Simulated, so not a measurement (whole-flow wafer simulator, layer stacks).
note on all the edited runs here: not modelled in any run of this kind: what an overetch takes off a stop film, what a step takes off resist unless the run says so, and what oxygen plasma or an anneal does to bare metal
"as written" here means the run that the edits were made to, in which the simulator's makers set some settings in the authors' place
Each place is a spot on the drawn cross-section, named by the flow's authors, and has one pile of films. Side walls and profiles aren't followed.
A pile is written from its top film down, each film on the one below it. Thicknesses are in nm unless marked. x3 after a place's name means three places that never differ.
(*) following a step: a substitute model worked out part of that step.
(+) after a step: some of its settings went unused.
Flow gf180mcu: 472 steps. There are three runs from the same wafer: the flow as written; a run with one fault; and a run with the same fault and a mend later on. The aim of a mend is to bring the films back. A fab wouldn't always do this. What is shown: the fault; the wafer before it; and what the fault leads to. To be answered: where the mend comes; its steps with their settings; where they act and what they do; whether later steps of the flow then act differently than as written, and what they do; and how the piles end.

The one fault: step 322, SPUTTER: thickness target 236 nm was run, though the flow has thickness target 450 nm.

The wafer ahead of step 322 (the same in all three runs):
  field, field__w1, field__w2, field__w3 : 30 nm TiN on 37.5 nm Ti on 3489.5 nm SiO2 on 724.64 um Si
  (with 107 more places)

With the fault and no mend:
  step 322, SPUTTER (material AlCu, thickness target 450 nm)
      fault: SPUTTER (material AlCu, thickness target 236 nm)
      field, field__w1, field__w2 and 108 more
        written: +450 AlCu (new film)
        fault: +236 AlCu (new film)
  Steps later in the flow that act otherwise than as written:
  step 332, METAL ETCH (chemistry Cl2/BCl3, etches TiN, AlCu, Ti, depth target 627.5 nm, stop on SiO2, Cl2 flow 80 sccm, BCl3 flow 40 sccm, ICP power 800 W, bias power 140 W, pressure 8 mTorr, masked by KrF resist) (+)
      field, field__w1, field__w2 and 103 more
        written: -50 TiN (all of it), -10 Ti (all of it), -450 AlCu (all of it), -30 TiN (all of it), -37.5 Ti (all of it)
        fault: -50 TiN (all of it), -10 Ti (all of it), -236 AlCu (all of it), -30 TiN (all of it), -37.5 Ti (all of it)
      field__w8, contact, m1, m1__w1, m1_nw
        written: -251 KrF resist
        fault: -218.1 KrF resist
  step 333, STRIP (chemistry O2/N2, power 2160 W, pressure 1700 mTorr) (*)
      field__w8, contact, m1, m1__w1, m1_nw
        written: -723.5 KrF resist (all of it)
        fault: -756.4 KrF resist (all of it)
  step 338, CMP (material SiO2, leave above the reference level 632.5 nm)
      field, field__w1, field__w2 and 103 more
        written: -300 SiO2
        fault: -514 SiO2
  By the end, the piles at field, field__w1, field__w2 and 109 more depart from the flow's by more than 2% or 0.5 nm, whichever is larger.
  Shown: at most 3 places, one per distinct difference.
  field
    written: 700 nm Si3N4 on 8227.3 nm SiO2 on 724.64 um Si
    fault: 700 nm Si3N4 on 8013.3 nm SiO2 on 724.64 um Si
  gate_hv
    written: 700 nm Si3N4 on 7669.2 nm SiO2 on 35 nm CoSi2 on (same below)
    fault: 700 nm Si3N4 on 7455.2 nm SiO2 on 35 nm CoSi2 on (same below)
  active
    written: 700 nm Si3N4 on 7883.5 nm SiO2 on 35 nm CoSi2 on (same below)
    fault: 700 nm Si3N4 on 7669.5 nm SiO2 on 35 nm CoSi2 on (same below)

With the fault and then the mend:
  The mend stands after step 322.
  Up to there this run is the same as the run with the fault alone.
  step 322a, SPUTTER (material AlCu, thickness target 214 nm) (the flow's step 322 again, with other settings)
      field, field__w1, field__w2 and 108 more
        +214 AlCu
  None of the later steps of the flow acts differently than as written at any place that is followed.
  The piles end the same as the flow's at every place that both follow.
